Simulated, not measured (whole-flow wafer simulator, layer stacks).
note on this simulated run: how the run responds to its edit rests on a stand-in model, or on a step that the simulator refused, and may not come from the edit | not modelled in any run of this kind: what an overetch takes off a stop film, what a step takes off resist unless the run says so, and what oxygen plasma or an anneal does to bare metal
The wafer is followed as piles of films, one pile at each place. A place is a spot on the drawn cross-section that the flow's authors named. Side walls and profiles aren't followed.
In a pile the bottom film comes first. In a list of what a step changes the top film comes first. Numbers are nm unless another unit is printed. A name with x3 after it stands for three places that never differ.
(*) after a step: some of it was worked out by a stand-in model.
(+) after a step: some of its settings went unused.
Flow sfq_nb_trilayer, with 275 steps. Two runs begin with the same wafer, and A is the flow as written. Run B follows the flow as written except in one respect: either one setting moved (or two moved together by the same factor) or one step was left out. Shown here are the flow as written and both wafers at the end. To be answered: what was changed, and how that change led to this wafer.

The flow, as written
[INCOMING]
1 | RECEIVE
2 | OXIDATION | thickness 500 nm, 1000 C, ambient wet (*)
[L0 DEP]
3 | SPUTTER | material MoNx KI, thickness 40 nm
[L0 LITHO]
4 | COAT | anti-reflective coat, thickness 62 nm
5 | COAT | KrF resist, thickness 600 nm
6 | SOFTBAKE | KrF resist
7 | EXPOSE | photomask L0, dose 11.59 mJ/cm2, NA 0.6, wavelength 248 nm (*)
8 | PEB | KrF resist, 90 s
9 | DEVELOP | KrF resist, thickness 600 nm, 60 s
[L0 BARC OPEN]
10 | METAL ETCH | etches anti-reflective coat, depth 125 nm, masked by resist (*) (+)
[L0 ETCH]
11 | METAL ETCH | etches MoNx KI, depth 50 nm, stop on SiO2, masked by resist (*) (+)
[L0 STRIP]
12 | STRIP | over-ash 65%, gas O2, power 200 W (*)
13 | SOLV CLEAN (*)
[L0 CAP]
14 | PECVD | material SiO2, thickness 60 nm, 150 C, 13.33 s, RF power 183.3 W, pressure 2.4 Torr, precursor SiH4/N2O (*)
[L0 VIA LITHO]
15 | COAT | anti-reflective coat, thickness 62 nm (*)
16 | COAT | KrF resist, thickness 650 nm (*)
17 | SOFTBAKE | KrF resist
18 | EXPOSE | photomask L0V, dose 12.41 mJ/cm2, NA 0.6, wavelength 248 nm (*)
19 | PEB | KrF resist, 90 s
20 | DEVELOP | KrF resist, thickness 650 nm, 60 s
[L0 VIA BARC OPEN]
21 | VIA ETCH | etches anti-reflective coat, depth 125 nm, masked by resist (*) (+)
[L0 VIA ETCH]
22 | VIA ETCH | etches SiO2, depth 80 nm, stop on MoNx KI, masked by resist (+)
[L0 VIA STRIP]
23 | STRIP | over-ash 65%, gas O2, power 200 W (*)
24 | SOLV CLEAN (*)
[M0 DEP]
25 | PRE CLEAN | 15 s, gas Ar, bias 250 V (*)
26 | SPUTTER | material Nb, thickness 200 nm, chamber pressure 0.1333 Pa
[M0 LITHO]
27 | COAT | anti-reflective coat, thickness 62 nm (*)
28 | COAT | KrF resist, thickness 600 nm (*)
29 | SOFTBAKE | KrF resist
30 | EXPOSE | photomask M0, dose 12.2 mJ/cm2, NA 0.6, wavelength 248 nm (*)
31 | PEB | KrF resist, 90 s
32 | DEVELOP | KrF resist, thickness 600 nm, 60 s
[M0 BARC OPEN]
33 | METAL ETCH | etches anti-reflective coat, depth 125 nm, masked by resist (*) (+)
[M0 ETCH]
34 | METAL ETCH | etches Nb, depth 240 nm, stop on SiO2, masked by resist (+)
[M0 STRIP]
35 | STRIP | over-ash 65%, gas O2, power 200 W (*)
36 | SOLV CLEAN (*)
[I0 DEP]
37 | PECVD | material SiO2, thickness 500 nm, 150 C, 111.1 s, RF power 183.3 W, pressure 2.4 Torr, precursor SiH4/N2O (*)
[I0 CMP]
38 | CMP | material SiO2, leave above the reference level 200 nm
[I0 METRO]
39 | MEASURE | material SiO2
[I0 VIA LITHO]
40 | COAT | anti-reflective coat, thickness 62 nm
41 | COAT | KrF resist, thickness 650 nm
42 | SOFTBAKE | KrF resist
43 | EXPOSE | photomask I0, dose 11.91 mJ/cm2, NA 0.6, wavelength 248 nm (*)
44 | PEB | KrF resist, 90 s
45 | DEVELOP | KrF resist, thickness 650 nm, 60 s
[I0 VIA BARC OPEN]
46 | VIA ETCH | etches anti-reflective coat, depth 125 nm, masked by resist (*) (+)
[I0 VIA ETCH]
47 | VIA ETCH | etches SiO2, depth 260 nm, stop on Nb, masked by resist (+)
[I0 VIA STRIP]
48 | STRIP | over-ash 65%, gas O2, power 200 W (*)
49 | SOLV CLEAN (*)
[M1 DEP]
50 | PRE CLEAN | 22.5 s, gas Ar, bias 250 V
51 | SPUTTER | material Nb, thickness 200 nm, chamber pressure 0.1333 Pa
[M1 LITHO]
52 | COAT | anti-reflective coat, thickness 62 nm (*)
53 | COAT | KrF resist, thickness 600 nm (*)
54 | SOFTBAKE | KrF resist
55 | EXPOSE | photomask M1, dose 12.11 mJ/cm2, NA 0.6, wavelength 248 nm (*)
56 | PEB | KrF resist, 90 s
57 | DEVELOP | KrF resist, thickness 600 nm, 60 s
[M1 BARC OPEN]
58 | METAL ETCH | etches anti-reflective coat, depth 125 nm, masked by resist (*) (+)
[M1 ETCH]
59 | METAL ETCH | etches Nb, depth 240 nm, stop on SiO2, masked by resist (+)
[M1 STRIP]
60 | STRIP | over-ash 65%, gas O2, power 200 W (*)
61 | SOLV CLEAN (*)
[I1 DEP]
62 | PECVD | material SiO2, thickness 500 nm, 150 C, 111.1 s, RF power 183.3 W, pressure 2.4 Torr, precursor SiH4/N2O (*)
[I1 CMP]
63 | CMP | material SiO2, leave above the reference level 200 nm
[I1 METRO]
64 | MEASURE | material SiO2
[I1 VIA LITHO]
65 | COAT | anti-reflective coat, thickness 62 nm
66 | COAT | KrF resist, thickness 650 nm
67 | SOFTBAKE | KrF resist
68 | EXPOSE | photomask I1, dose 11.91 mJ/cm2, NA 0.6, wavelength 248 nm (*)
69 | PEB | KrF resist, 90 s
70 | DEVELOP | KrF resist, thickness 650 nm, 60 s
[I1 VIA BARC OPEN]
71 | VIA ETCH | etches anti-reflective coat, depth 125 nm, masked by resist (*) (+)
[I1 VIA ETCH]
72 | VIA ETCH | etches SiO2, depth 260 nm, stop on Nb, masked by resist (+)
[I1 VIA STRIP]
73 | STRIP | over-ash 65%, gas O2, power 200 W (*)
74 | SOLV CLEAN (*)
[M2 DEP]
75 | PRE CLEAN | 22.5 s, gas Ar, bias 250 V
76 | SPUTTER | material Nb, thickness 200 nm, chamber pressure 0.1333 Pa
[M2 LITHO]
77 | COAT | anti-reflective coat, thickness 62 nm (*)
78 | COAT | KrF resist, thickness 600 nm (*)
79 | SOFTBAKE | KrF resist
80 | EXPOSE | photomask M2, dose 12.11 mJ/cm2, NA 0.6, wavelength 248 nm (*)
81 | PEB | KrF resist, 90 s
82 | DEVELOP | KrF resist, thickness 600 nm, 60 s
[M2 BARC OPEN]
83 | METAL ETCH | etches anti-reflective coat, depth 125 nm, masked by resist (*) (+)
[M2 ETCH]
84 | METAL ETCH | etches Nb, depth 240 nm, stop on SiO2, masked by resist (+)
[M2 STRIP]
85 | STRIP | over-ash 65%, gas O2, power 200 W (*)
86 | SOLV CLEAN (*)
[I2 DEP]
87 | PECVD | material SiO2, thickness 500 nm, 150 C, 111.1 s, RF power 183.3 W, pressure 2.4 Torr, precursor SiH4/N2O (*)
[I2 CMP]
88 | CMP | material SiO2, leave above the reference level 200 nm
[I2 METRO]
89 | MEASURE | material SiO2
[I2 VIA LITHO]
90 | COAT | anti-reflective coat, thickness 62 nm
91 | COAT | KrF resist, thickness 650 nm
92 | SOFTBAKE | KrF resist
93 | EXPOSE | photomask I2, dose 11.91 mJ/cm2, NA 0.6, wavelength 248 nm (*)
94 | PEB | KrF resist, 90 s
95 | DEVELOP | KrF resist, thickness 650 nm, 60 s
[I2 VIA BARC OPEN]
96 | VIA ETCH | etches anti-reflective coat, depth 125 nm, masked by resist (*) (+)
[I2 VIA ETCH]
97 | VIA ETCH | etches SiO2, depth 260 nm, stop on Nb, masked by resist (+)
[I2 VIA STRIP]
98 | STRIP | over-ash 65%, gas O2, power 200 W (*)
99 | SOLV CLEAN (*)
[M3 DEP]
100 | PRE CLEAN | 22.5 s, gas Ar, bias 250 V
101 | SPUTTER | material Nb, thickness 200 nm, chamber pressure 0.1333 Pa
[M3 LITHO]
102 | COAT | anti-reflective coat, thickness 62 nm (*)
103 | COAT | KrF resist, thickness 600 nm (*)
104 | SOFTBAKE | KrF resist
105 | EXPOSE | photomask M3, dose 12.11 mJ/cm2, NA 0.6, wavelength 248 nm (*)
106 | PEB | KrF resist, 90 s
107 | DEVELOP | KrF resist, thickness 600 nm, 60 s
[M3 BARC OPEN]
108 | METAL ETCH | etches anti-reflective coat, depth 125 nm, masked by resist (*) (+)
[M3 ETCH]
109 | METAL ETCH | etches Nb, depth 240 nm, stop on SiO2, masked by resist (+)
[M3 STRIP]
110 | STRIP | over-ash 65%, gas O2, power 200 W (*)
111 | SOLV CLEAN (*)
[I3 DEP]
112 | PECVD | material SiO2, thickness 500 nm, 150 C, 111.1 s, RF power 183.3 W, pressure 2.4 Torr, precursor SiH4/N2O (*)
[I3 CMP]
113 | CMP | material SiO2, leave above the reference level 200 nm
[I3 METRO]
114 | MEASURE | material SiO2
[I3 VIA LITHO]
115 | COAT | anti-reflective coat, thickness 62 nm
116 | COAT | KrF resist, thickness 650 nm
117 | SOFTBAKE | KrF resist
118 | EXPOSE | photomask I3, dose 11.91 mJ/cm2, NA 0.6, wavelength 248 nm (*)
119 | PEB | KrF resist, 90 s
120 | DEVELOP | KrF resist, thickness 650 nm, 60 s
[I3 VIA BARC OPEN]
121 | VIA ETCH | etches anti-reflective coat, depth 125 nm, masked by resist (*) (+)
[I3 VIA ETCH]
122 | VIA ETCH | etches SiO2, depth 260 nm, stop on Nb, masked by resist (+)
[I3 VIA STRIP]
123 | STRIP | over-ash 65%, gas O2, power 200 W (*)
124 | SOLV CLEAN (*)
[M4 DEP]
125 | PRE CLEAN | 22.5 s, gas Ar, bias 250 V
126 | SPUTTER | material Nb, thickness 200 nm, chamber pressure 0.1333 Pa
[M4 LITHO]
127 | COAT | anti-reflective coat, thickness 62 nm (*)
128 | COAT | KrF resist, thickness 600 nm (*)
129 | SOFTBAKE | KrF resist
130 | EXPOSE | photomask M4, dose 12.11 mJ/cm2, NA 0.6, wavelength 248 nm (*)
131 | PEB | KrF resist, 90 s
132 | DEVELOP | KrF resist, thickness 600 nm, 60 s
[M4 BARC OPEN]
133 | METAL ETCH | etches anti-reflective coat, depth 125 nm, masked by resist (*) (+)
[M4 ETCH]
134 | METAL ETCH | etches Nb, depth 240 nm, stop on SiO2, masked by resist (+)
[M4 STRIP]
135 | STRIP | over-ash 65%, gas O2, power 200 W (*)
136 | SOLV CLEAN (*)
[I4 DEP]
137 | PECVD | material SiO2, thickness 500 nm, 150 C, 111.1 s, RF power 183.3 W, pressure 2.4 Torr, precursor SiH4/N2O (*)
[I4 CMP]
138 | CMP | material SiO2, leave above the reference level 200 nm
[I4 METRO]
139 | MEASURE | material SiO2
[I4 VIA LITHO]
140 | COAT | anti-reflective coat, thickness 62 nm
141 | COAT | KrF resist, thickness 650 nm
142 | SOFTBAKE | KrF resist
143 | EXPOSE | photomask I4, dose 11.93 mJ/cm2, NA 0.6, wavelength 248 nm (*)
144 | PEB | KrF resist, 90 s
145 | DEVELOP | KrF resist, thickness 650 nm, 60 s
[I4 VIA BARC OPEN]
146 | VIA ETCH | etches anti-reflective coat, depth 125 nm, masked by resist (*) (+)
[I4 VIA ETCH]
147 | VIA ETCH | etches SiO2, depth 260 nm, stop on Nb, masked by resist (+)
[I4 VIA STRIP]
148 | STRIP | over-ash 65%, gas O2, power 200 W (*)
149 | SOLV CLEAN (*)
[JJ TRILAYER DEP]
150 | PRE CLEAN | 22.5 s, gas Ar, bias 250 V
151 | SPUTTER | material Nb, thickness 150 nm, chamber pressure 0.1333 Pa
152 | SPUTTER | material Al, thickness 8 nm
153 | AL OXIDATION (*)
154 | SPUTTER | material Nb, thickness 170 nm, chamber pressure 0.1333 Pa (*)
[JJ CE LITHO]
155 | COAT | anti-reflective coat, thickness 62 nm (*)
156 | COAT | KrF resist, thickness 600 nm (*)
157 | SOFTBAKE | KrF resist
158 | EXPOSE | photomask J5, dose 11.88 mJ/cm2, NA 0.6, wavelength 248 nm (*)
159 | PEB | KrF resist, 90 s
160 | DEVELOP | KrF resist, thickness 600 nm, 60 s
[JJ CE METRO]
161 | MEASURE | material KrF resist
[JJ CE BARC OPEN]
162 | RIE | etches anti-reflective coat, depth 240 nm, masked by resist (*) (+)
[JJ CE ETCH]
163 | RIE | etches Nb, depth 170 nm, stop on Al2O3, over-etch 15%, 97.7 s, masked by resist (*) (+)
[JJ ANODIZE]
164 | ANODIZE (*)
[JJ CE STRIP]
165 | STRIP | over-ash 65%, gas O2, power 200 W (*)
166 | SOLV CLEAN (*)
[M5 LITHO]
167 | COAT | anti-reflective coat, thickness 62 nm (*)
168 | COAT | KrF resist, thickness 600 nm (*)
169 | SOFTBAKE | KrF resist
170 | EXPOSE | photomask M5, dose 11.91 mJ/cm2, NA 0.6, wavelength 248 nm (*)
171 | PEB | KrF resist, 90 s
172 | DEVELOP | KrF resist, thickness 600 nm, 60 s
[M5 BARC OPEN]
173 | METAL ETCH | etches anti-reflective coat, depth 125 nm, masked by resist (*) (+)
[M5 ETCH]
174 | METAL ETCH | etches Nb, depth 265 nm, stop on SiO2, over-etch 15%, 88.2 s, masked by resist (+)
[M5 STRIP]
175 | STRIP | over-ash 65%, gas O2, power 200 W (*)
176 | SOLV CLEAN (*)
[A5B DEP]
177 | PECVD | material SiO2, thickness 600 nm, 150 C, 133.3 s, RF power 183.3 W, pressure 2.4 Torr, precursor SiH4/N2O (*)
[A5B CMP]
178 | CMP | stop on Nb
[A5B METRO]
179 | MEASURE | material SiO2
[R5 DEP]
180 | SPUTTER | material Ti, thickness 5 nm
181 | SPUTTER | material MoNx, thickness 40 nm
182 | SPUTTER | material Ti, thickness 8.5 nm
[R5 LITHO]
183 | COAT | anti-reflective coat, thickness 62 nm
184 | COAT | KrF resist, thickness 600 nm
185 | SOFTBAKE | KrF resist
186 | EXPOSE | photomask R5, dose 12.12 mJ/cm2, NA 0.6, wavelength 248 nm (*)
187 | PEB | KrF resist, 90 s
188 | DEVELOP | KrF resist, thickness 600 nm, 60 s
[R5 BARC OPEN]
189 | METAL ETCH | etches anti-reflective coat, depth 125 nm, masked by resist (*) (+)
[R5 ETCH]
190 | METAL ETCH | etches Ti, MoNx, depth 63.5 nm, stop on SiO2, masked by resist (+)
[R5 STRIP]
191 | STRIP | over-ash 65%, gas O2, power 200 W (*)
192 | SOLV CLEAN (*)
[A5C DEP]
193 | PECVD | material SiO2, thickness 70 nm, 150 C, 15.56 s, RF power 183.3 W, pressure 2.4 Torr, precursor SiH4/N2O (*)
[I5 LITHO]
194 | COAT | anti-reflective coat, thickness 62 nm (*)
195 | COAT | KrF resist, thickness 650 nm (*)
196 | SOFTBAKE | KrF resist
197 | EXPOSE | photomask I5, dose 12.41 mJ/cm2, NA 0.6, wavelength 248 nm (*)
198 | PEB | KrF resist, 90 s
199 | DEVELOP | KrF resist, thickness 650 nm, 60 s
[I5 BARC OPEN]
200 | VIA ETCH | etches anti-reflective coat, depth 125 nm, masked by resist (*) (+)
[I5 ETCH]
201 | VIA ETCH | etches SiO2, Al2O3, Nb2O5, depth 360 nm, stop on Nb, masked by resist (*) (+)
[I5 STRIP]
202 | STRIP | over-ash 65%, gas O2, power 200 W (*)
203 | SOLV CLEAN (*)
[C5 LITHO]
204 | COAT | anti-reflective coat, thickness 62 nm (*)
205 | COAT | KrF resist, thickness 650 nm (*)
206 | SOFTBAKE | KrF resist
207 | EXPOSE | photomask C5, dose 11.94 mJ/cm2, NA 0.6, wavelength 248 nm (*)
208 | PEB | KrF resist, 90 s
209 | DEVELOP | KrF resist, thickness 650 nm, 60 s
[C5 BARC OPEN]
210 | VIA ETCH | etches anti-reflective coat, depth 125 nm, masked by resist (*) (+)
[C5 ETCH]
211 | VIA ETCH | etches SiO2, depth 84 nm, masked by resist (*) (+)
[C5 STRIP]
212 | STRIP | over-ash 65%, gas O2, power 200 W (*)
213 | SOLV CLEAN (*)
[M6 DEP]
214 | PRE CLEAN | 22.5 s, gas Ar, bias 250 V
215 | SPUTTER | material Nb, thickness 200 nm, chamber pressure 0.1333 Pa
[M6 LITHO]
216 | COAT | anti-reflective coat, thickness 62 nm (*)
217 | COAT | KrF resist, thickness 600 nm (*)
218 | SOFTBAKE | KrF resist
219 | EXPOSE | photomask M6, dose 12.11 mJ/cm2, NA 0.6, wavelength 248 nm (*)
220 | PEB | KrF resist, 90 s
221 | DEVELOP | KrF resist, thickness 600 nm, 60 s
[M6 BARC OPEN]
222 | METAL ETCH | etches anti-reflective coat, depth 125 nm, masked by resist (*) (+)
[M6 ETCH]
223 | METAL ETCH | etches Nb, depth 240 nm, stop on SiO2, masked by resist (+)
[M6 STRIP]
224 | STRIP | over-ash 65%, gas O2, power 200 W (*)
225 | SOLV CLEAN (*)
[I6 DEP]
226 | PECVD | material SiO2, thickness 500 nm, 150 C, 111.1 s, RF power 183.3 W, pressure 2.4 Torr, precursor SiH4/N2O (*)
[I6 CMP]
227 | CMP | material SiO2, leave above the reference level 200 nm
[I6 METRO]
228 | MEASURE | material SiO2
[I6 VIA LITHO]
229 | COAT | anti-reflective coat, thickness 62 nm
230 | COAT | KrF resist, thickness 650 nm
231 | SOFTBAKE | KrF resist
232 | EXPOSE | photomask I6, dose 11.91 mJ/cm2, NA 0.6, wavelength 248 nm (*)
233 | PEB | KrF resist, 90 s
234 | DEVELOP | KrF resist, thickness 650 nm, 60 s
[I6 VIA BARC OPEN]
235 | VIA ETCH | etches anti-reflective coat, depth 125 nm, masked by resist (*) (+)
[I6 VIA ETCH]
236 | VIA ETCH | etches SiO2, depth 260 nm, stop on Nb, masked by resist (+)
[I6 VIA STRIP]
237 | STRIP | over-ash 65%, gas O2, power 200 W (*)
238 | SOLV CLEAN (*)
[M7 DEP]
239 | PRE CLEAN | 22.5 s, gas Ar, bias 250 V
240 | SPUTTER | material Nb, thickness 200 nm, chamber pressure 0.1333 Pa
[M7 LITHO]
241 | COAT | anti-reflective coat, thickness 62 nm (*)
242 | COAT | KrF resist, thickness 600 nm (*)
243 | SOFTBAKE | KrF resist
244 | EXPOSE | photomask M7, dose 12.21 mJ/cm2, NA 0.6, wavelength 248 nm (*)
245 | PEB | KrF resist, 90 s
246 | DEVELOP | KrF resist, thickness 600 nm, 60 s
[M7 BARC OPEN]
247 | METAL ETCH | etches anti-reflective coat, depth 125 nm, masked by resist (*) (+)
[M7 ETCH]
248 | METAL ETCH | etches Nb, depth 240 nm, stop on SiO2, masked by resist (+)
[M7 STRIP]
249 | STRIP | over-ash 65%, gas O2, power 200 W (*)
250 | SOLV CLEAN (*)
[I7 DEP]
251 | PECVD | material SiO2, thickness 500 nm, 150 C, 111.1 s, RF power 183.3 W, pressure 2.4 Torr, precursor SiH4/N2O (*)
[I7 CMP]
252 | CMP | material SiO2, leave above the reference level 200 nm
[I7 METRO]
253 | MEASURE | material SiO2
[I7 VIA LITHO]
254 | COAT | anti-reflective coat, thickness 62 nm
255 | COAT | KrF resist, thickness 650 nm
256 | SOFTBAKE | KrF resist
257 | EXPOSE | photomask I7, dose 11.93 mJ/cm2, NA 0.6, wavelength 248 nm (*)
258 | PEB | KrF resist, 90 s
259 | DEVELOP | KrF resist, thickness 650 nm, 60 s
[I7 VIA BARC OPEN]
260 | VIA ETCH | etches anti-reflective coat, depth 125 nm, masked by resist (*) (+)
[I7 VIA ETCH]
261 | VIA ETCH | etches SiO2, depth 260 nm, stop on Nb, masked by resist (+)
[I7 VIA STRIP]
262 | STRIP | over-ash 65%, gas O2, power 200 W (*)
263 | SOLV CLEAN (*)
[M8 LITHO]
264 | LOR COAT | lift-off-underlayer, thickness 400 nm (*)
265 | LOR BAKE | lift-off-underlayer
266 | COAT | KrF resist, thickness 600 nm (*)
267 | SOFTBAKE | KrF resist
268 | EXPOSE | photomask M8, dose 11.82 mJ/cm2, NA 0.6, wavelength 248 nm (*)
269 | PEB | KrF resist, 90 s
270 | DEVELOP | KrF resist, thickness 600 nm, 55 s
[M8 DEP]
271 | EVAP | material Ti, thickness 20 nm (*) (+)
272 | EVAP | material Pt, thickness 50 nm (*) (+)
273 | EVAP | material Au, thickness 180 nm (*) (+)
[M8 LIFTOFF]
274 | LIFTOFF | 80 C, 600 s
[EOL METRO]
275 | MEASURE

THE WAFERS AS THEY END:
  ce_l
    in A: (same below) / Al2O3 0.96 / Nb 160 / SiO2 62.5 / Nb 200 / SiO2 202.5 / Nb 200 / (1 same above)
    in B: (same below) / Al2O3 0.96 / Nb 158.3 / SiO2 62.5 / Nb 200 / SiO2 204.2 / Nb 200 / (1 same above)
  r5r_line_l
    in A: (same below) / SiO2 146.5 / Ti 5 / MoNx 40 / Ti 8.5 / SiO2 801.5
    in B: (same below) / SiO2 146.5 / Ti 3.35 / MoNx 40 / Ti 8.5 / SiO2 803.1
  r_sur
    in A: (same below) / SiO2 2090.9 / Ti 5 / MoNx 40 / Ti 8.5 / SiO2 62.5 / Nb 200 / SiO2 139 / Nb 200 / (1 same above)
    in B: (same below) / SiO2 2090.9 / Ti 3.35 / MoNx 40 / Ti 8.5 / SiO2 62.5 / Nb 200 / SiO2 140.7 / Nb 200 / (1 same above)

What caused this: step 180, SPUTTER: thickness 3.35 nm was run, though the flow has thickness 5 nm.
The wafer itself shows it: r5r_line_l has Ti 3.35, and step 180 as written asks for 5 nm.

How this came from the change, step by step:
  180 | SPUTTER | material Ti, thickness 5 nm
      field_l, v_sur, via_wl and 103 more: A +5 Ti (new film) | B +3.35 Ti (new film)
  190 | METAL ETCH | etches Ti, MoNx, depth 63.5 nm, stop on SiO2, masked by resist (+)
      field_l, v_sur, via_wl and 92 more: A -8.5 Ti (all of it), -40 MoNx (all of it), -5 Ti (all of it) | B -8.5 Ti (all of it), -40 MoNx (all of it), -3.35 Ti (all of it)
      ce_l, c5j, ce_r, wl_jj: A -8.5 Ti (all of it), -40 MoNx (all of it), -5 Ti (all of it), -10 Nb | B -8.5 Ti (all of it), -40 MoNx (all of it), -3.35 Ti (all of it), -11.7 Nb
